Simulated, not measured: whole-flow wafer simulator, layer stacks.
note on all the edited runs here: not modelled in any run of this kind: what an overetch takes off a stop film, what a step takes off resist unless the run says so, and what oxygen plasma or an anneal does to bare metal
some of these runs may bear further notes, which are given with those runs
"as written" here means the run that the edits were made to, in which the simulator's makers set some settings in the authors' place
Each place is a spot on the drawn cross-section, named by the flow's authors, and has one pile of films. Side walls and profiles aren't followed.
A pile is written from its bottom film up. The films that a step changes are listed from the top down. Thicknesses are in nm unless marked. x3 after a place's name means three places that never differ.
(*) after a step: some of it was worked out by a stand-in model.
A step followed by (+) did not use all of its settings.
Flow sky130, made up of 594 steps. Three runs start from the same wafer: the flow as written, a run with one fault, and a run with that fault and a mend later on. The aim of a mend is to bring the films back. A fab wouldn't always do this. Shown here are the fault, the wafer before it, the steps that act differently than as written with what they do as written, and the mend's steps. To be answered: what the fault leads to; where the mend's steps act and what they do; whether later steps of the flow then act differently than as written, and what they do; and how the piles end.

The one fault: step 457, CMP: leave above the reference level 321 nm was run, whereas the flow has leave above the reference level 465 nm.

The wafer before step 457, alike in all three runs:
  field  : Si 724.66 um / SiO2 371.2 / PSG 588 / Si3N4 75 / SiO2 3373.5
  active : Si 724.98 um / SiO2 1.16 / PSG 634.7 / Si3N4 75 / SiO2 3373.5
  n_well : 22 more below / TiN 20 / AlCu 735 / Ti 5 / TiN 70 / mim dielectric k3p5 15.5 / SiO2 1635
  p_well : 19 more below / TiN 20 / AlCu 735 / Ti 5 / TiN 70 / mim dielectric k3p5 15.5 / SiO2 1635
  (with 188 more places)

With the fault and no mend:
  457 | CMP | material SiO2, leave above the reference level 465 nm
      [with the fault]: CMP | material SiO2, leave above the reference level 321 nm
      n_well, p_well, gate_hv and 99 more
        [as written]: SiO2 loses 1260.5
        [with the fault]: SiO2 loses 1404.5
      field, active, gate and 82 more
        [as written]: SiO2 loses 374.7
        [with the fault]: SiO2 loses 518.7
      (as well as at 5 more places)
  Later steps of the flow acting differently than as written (not shown: 2 more steps that differ only slightly, by at most 2% or 0.5 nm, whichever is larger):
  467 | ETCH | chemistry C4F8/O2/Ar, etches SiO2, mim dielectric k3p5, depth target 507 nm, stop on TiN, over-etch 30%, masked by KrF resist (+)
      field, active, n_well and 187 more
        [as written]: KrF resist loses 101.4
        [with the fault]: KrF resist loses 64
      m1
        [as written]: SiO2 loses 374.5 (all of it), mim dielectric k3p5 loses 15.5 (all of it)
        [with the fault]: SiO2 loses 230.5 (all of it), mim dielectric k3p5 loses 15.5 (all of it)
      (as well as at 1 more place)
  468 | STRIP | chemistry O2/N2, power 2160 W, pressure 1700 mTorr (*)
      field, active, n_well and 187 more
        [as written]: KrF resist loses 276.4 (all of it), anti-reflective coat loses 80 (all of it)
        [with the fault]: KrF resist loses 313.9 (all of it), anti-reflective coat loses 80 (all of it)
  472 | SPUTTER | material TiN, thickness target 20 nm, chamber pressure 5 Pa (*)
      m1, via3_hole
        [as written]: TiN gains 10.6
        [with the fault]: TiN gains 12.7
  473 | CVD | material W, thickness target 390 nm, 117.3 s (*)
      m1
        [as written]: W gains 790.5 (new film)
        [with the fault]: W gains 644.3 (new film)
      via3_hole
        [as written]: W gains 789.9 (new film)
        [with the fault]: W gains 643.7 (new film)
  By the end, the piles at field, active, n_well and 190 more depart from the flow's by more than 2% or 0.5 nm, whichever is larger.
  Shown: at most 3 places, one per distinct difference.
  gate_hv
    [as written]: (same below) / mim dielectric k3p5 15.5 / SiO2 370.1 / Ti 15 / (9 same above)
    [with the fault]: (same below) / mim dielectric k3p5 15.5 / SiO2 226.1 / Ti 15 / (9 same above)
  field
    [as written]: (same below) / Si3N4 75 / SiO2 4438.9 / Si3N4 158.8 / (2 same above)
    [with the fault]: (same below) / Si3N4 75 / SiO2 4294.9 / Si3N4 158.8 / (2 same above)
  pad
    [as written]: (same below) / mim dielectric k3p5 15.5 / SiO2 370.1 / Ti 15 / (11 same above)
    [with the fault]: (same below) / mim dielectric k3p5 15.5 / SiO2 226.1 / Ti 15 / (11 same above)

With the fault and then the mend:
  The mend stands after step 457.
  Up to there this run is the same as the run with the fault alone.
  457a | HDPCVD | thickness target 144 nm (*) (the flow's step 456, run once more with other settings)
      field, active, n_well and 189 more
        SiO2 gains 144
  Every later step of the flow that is run acts as written, at every place that is followed, to within 2% or 0.5 nm, whichever is larger.
  At every place that both follow, the piles at the end match the flow's.
